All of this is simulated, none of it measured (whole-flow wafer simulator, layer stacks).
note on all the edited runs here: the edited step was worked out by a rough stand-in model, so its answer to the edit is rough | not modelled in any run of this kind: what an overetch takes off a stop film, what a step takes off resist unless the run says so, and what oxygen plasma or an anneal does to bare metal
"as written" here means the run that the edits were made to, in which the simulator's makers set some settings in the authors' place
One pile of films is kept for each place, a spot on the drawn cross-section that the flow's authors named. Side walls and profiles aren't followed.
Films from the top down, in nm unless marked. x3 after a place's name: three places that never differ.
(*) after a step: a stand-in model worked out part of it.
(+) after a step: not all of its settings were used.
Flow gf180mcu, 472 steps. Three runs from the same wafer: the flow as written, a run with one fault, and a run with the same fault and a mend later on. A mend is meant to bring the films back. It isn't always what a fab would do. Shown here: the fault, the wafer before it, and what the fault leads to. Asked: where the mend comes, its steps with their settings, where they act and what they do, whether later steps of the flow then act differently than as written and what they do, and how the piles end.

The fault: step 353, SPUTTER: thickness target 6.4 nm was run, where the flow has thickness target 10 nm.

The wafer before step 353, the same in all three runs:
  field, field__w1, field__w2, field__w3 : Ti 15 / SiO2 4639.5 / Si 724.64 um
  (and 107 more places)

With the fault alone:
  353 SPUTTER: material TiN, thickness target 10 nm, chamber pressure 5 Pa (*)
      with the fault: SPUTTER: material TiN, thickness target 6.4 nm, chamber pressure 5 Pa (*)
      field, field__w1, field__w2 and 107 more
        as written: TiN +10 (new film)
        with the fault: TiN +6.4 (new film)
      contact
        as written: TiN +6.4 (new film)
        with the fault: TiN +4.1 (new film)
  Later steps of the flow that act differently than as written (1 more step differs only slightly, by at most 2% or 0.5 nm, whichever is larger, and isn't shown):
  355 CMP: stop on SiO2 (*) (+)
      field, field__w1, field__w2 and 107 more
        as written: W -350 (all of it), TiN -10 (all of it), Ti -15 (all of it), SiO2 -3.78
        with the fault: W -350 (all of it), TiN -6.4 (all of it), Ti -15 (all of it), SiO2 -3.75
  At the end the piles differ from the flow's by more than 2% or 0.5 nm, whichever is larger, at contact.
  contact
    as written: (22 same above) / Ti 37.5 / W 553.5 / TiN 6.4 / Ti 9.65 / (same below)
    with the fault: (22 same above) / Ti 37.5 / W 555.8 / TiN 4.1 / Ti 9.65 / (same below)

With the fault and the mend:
  The mend comes after step 353.
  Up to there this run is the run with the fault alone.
  353a SPUTTER: material TiN, thickness target 3.6 nm, chamber pressure 5 Pa (*) (the flow's step 353 once more, with other settings)
      field, field__w1, field__w2 and 107 more
        TiN +3.6
      contact
        TiN +2.3
  No later step of the flow acts differently than as written at any place that is followed.
  At the end the piles are the same as the flow's at every place that both follow.
